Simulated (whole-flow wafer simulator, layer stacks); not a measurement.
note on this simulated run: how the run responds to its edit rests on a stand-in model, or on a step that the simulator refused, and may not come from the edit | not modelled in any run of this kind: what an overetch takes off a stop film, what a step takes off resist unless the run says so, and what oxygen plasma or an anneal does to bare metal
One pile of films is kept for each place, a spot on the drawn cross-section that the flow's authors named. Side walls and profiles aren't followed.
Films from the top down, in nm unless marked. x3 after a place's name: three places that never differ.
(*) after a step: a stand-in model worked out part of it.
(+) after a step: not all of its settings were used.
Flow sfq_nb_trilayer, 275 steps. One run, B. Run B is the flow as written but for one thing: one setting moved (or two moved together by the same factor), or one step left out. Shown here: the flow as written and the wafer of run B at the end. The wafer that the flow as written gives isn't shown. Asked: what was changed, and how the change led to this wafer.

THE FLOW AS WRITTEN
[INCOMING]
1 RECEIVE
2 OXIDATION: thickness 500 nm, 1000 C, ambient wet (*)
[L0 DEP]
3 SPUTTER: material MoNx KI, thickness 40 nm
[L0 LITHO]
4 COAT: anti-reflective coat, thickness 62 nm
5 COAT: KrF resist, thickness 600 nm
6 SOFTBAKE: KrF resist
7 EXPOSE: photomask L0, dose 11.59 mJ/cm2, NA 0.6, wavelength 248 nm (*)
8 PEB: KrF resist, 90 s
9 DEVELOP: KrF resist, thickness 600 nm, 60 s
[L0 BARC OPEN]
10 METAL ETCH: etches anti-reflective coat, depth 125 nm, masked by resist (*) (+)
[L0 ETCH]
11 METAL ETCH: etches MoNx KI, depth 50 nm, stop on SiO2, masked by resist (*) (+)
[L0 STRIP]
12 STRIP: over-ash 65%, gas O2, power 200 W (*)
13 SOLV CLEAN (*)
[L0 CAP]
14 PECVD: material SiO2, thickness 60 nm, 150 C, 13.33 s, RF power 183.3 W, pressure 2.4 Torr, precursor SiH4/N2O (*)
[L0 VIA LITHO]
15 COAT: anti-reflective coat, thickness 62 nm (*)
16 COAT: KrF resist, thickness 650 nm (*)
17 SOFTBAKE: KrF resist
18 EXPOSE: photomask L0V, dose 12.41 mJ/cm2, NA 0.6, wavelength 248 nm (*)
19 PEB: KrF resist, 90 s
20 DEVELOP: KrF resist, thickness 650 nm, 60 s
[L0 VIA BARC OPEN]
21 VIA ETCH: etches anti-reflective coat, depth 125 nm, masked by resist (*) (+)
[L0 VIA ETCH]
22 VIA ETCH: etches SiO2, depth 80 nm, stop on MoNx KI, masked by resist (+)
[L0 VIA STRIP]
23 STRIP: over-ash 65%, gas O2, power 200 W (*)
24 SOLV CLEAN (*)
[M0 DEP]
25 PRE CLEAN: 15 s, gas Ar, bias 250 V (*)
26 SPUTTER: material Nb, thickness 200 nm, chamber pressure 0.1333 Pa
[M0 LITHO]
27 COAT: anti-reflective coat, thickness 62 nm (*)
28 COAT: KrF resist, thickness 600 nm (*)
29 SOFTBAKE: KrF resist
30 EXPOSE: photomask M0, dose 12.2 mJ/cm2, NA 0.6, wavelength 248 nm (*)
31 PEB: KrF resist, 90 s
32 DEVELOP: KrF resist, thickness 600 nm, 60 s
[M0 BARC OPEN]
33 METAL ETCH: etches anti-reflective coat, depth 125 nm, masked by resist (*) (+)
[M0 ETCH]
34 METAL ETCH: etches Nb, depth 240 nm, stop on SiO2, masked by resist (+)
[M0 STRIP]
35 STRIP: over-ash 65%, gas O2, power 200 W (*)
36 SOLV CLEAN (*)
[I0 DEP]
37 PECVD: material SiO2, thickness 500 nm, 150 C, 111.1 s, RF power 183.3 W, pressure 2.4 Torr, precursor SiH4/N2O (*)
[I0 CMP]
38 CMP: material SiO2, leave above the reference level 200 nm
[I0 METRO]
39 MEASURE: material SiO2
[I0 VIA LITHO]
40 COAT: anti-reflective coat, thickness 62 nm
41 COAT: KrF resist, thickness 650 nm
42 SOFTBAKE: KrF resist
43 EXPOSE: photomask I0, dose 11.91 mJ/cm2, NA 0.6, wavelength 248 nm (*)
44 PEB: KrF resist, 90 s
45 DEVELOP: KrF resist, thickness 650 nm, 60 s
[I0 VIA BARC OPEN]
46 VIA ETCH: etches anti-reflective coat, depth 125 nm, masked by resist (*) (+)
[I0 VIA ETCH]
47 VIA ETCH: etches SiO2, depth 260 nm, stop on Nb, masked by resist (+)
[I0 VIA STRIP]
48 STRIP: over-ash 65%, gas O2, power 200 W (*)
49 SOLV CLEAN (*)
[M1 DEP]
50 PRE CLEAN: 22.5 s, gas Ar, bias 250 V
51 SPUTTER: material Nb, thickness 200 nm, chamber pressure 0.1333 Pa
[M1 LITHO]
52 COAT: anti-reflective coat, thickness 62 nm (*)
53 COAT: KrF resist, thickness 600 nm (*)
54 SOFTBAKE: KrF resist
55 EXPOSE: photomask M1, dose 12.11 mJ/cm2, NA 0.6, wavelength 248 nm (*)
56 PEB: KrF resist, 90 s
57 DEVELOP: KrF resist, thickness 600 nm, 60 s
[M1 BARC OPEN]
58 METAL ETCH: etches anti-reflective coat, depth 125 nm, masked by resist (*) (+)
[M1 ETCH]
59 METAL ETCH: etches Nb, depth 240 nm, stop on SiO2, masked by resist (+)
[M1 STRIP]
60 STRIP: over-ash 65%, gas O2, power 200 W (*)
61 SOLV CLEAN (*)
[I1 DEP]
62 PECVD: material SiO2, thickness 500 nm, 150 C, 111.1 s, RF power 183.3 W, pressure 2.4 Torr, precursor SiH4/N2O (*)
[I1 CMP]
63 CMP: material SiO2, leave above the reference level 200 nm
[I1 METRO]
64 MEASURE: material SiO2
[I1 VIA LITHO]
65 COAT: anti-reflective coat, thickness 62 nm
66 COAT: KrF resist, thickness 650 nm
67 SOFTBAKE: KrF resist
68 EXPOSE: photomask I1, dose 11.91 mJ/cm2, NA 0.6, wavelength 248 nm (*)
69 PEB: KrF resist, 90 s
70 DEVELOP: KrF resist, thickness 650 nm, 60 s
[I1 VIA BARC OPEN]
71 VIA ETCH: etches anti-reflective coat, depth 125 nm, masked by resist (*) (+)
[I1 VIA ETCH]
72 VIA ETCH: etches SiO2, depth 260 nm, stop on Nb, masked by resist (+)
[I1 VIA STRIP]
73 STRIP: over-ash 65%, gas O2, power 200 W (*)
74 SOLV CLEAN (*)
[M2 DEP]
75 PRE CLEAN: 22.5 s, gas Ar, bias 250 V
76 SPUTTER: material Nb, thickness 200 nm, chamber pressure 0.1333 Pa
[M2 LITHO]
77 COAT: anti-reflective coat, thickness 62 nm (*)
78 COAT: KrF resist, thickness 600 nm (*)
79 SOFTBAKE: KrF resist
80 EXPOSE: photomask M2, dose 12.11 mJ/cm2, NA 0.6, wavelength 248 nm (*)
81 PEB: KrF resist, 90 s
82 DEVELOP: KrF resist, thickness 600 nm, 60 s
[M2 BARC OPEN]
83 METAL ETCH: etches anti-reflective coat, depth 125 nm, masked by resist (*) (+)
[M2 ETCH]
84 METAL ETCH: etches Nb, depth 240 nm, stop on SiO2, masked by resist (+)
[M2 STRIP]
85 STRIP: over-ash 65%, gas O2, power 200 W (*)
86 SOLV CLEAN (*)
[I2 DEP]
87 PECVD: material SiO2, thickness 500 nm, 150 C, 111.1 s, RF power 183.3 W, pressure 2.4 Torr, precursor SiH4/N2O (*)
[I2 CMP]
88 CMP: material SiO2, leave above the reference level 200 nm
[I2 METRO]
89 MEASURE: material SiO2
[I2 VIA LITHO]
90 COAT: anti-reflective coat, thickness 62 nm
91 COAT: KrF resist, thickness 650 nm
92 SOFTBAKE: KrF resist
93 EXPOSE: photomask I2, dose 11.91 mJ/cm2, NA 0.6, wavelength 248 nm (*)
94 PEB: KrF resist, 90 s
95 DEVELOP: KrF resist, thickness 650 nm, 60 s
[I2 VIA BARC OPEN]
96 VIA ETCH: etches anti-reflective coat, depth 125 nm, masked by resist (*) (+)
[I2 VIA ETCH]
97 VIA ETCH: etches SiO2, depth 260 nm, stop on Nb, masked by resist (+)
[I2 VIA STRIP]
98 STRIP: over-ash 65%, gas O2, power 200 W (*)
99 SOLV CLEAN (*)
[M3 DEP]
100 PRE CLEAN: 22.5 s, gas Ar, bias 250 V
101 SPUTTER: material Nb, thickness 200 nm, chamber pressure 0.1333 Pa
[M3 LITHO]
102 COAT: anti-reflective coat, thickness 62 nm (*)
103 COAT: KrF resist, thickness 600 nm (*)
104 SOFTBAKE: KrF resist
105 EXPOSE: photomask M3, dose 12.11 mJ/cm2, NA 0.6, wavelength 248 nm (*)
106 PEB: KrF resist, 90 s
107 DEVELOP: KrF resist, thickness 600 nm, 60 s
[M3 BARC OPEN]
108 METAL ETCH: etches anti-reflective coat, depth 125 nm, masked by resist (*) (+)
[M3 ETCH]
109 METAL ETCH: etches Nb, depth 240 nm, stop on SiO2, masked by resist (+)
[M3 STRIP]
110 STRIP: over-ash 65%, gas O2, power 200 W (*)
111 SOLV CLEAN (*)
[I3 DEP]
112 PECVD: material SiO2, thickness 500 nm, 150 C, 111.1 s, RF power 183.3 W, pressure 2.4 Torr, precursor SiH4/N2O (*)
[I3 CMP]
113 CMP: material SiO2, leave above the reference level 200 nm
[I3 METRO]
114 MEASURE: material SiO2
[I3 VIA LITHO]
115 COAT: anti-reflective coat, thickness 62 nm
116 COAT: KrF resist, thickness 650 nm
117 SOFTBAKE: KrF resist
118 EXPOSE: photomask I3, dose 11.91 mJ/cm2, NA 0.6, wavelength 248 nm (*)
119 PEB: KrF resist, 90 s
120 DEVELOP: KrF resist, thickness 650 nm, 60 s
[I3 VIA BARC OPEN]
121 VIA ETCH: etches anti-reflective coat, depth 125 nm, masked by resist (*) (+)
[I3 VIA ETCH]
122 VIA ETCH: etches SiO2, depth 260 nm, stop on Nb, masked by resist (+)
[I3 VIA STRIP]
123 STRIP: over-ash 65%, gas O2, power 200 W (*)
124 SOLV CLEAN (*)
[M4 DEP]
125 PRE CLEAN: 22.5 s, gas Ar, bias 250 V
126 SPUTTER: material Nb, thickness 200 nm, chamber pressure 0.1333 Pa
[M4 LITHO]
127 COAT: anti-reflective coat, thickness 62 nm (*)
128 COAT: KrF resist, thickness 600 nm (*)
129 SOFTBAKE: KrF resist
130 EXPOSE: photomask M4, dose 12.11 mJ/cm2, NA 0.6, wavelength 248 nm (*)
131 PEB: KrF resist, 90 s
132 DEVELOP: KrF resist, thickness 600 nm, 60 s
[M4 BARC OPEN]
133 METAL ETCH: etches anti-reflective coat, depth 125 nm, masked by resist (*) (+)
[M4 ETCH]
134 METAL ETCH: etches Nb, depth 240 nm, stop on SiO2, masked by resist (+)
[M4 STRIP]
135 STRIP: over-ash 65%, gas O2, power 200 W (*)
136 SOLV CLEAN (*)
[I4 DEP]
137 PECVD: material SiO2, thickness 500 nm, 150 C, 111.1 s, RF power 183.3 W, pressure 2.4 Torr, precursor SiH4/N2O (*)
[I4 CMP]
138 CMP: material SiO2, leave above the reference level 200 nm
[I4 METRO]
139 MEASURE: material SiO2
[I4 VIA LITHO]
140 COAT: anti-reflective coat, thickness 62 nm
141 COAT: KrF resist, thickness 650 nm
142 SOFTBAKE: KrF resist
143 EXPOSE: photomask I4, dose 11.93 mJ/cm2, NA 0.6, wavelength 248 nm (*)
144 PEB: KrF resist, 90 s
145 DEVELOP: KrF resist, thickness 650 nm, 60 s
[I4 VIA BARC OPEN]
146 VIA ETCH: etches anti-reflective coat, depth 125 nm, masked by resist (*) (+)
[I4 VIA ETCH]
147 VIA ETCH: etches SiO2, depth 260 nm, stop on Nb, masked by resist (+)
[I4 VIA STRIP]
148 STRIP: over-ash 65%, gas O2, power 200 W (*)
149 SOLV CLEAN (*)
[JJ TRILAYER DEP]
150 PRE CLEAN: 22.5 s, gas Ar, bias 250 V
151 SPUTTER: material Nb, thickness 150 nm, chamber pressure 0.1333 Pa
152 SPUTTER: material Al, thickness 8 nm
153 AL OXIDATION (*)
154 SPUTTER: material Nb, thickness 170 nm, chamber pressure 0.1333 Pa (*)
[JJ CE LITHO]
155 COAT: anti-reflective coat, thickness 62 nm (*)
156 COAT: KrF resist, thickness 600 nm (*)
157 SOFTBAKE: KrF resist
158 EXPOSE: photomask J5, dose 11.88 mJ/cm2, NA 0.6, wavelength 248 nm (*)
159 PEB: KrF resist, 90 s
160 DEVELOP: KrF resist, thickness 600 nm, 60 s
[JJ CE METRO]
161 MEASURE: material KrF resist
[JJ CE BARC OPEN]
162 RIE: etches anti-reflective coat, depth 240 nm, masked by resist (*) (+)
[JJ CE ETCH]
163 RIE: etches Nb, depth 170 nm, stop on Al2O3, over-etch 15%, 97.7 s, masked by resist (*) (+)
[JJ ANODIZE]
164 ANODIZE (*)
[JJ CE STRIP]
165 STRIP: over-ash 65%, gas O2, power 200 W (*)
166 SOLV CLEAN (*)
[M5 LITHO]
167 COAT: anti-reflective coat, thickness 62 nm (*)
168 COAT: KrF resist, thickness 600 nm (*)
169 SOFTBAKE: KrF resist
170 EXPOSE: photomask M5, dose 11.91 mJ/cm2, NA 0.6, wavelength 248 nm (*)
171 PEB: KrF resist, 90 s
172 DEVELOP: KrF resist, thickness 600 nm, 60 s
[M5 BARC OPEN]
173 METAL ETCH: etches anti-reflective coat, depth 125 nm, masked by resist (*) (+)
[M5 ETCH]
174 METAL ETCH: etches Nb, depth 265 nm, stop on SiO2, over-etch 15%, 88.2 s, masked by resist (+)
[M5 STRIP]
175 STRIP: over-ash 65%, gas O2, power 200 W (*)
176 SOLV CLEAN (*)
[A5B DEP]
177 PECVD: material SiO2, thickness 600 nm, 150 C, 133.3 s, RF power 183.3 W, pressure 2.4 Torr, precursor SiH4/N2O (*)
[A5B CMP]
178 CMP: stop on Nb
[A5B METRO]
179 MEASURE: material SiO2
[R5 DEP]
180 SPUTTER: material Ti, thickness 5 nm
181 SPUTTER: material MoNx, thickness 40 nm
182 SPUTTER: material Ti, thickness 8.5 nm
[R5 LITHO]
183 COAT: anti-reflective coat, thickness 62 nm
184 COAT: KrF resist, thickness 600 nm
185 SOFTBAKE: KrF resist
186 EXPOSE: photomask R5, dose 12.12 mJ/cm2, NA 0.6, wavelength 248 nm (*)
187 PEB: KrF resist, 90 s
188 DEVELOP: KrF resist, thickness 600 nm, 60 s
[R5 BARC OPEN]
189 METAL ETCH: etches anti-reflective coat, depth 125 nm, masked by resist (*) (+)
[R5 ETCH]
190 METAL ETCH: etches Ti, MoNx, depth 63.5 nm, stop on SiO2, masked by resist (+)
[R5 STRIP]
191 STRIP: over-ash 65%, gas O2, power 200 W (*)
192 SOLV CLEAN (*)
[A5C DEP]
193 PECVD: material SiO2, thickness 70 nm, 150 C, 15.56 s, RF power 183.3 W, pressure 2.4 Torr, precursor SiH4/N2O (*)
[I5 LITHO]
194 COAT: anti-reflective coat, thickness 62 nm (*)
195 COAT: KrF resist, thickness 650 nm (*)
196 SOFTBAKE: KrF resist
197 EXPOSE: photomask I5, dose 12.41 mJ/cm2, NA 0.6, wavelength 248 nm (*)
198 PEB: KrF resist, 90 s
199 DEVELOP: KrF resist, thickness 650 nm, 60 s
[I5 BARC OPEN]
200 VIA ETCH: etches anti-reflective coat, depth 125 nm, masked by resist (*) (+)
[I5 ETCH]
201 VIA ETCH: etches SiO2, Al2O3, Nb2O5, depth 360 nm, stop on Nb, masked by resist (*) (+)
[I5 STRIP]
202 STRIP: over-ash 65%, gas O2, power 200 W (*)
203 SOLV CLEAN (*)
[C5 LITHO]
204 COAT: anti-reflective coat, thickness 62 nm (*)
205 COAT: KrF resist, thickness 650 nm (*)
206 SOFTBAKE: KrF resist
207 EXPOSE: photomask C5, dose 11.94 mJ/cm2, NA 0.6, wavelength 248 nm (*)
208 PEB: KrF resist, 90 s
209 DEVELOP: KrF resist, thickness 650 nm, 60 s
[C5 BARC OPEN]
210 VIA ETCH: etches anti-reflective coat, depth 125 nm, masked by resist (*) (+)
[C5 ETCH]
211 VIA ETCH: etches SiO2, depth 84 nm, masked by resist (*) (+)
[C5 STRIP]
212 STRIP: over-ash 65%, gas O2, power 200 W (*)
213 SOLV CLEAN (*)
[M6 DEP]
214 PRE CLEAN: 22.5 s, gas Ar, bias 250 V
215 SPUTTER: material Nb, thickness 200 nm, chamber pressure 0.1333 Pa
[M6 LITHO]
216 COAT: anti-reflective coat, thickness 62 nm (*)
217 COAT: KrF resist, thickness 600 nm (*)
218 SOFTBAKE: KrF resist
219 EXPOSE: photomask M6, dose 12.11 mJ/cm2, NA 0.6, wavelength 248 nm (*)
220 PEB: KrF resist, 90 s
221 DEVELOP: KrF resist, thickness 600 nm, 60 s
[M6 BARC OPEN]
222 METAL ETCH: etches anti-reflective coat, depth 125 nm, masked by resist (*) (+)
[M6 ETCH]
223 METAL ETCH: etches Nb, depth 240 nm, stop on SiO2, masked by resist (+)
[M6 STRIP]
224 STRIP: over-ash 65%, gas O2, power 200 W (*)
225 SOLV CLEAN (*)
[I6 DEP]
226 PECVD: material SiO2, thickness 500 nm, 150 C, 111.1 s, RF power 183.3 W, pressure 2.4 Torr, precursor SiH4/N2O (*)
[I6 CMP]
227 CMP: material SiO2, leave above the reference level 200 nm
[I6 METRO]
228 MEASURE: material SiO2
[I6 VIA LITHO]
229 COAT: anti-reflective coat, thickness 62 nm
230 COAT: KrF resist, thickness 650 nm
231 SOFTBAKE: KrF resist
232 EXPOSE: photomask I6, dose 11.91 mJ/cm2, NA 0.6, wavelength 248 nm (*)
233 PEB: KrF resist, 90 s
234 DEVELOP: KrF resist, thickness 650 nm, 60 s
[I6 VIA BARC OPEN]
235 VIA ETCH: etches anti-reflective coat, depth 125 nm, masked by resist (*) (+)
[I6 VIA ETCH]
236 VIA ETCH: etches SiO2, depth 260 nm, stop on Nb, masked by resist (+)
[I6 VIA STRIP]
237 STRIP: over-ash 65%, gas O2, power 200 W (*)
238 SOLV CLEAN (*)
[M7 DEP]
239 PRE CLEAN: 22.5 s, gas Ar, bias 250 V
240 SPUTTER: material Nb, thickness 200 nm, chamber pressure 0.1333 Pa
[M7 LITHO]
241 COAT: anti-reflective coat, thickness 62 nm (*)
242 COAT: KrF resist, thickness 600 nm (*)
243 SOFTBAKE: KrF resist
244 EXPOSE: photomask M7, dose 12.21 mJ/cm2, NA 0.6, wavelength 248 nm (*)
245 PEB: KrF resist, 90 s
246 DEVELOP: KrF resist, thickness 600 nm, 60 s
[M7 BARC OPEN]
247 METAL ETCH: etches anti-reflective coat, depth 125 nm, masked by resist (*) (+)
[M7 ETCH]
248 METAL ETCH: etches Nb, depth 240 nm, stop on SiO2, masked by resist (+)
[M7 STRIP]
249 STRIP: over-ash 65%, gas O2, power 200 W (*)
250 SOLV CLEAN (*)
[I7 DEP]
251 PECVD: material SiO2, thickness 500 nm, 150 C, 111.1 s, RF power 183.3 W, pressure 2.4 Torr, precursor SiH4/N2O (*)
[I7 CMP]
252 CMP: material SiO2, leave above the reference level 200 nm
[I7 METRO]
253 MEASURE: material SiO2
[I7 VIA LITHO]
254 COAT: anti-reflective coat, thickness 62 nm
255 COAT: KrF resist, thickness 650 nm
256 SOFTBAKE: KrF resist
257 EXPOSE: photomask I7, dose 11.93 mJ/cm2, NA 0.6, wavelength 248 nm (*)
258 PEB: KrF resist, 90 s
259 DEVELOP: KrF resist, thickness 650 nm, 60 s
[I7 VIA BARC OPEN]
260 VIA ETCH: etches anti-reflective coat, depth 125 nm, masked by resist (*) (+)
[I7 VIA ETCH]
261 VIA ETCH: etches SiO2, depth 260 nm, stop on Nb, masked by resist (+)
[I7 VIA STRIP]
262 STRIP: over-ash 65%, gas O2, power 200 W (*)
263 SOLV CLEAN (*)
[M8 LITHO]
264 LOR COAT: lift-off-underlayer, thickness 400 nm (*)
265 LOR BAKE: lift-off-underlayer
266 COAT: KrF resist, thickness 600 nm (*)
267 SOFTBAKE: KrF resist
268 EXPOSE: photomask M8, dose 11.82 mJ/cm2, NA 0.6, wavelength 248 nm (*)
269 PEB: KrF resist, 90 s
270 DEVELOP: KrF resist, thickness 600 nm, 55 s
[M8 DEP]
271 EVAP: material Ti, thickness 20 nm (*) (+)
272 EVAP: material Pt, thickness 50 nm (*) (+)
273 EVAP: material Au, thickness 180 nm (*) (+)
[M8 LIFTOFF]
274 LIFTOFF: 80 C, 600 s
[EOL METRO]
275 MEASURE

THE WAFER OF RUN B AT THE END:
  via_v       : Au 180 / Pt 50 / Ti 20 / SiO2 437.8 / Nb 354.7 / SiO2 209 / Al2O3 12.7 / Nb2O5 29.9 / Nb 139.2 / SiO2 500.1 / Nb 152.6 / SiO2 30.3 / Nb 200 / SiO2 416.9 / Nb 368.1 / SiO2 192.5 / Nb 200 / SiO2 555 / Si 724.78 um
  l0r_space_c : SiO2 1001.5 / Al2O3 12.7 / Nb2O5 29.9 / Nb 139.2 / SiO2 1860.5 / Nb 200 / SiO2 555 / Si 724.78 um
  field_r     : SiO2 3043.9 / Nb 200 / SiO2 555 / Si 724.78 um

The cause: step 113, CMP: leave above the reference level 298 nm was run, where the flow has leave above the reference level 200 nm.

How the change led to this, step by step:
  113 CMP: material SiO2, leave above the reference level 200 nm
      field_l, be, be_sur and 64 more: SiO2 -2 (as written it would be: SiO2 -100)
      v_sur, via_wl, via_wr and 27 more: SiO2 -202 (as written it would be: SiO2 -300)
      (and at 9 more places)
  122 VIA ETCH: etches SiO2, depth 260 nm, stop on Nb, masked by resist (+)
      via_v: SiO2 -260 (as written it would be: SiO2 -199.8 (all of it))
  125 PRE CLEAN: 22.5 s, gas Ar, bias 250 V
      via_v: SiO2 -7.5 (as written it would be: Nb -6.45)
  126 SPUTTER: material Nb, thickness 200 nm, chamber pressure 0.1333 Pa
      via_v: Nb +152.6 (new film) (as written it would be: Nb +165.5)
  127 COAT: anti-reflective coat, thickness 62 nm (*)
      via_sp: anti-reflective coat +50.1 (new film) (as written it would be: anti-reflective coat +53 (new film))
      via_v: anti-reflective coat +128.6 (new film) (as written it would be: anti-reflective coat +124.8 (new film))
      (and at 1 more place)
  128 COAT: KrF resist, thickness 600 nm (*)
      via_v: KrF resist +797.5 (new film) (as written it would be: KrF resist +739.8 (new film))
  135 STRIP: over-ash 65%, gas O2, power 200 W (*)
      via_sp: KrF resist -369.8 (all of it), anti-reflective coat -50.1 (all of it) (as written it would be: KrF resist -373.9 (all of it), anti-reflective coat -53 (all of it))
      via_v: KrF resist -579.3 (all of it), anti-reflective coat -128.6 (all of it) (as written it would be: KrF resist -521.8 (all of it), anti-reflective coat -124.8 (all of it))
      (and at 1 more place)
  137 PECVD: material SiO2, thickness 500 nm, 150 C, 111.1 s, RF power 183.3 W, pressure 2.4 Torr, precursor SiH4/N2O (*)
      via_v: SiO2 +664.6 (new film) (as written it would be: SiO2 +615 (new film))
  138 CMP: material SiO2, leave above the reference level 200 nm
      via_v: SiO2 -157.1 (as written it would be: SiO2 -181.6)
Counting metal films that touch as one body, via_v has 7 bodies (between them, from the top down: SiO2 437.8; SiO2 209 / Al2O3 12.7 / Nb2O5 29.9; SiO2 500.1; SiO2 30.3; SiO2 416.9; SiO2 192.5); the flow as written gives 6 bodies (between them, from the top down: SiO2 437.8; SiO2 209 / Al2O3 12.7 / Nb2O5 29.9; SiO2 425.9; SiO2 416.9; SiO2 192.5).
